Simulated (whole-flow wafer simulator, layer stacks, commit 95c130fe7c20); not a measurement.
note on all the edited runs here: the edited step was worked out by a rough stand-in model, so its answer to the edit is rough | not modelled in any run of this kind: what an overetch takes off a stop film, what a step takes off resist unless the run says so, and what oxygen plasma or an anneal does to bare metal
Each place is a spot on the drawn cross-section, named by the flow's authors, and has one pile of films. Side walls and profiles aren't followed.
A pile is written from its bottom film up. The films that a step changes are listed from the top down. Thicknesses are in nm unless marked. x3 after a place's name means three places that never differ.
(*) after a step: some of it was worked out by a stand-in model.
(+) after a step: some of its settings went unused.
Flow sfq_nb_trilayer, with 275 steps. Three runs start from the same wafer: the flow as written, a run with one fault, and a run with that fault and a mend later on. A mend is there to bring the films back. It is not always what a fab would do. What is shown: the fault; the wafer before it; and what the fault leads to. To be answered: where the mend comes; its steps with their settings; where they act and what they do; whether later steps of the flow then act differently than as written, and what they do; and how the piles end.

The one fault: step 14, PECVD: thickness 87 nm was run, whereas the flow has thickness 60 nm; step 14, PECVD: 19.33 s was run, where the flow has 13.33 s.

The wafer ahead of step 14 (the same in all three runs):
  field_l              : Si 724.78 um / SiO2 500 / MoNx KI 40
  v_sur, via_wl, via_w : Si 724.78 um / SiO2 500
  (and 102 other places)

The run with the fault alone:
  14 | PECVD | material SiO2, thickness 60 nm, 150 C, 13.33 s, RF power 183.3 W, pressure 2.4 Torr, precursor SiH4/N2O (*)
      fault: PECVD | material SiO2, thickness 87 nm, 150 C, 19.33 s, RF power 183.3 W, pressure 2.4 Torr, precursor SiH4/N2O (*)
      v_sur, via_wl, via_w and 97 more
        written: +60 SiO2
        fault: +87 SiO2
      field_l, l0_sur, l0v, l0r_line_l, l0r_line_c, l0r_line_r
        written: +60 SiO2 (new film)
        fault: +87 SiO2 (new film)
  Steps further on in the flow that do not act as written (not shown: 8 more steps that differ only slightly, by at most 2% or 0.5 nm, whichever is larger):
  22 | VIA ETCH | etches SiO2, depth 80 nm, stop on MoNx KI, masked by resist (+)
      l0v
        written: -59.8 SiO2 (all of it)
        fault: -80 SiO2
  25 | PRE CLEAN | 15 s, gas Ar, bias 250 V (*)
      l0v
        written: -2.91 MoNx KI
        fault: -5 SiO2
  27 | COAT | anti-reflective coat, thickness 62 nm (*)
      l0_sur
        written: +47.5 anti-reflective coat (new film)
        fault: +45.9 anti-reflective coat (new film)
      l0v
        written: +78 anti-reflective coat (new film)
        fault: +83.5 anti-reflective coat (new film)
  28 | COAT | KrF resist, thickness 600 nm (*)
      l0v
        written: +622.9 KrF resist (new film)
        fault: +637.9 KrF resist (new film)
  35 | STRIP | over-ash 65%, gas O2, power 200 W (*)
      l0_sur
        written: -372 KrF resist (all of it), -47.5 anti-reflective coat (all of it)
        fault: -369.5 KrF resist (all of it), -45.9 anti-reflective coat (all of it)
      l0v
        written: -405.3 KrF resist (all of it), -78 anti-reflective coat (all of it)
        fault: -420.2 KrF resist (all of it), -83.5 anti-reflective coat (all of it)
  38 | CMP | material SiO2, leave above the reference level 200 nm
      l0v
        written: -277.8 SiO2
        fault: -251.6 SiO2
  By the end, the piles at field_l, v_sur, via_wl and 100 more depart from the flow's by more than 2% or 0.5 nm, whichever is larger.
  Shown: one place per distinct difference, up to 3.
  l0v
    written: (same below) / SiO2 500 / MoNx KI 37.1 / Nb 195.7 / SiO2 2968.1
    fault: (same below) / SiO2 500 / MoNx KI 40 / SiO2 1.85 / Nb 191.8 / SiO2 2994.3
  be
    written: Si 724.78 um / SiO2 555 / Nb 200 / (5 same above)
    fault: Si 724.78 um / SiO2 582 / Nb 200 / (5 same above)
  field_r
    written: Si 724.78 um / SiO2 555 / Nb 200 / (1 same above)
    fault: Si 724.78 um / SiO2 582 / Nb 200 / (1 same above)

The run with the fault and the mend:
  After step 20 comes the mend.
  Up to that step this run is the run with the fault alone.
  20a | STRIP | over-ash 65%, gas O2, power 200 W (*)
      p4_fl x3, p4_w1 x9, p4_g1 x2 and 59 more
        -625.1 KrF resist (all of it), -62 anti-reflective coat (all of it)
      ce_l, c5j, ce_r, sp_r, be_r, r_sur
        -632 KrF resist (all of it), -63.7 anti-reflective coat (all of it)
      gap, jj_sur, res
        -632.1 KrF resist (all of it), -63.7 anti-reflective coat (all of it)
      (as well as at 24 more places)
  20b | VIA ETCH | etches SiO2, depth 27 nm
      field_l, v_sur, via_wl and 103 more
        -27 SiO2
  20c | COAT | anti-reflective coat, thickness 62 nm (*) (the flow's step 15 again)
      p4_fl x3, p4_w1 x9, p4_g1 x2 and 59 more
        +62 anti-reflective coat (new film)
      be_sur, gap, jj_sur and 8 more
        +63.7 anti-reflective coat (new film)
      wire, be, moat, field_r
        +63.8 anti-reflective coat (new film)
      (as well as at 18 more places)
  20d | COAT | KrF resist, thickness 650 nm (*) (the flow's step 16 again)
      p4_fl x3, p4_w1 x9, p4_g1 x2 and 59 more
        +650 KrF resist (new film)
      ce_l, c5j, ce_r, sp_r, be_r
        +656.9 KrF resist (new film)
      gap, jj_sur, r_sur, res
        +657 KrF resist (new film)
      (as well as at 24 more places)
  20e | SOFTBAKE | KrF resist (the flow's step 17 again)
      leaves every film unchanged at each place that is followed
  20f | EXPOSE | photomask L0V, dose 12.41 mJ/cm2, NA 0.6, wavelength 248 nm (*) (the flow's step 18 again)
      leaves every film unchanged at each place that is followed
  20g | PEB | KrF resist, 90 s (the flow's step 19 again)
      p4_fl x3, p4_w1 x9, p4_g1 x2 and 59 more
        -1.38 KrF resist
      via_v, wire, be and 15 more
        -1.39 KrF resist
      v_sur, via_w, via_wr, via_sp, lsp_m, ln_m6, lsp_r
        -1.4 KrF resist
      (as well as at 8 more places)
  20h | DEVELOP | KrF resist, thickness 650 nm, 60 s (the flow's step 20 again)
      field_l, v_sur, via_wl and 102 more
        -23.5 KrF resist
      l0v
        -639 KrF resist (all of it)
  Every later step of the flow that is run acts as written, at every place that is followed, to within 2% or 0.5 nm, whichever is larger.
  At every place that both follow, the piles at the end match the flow's.
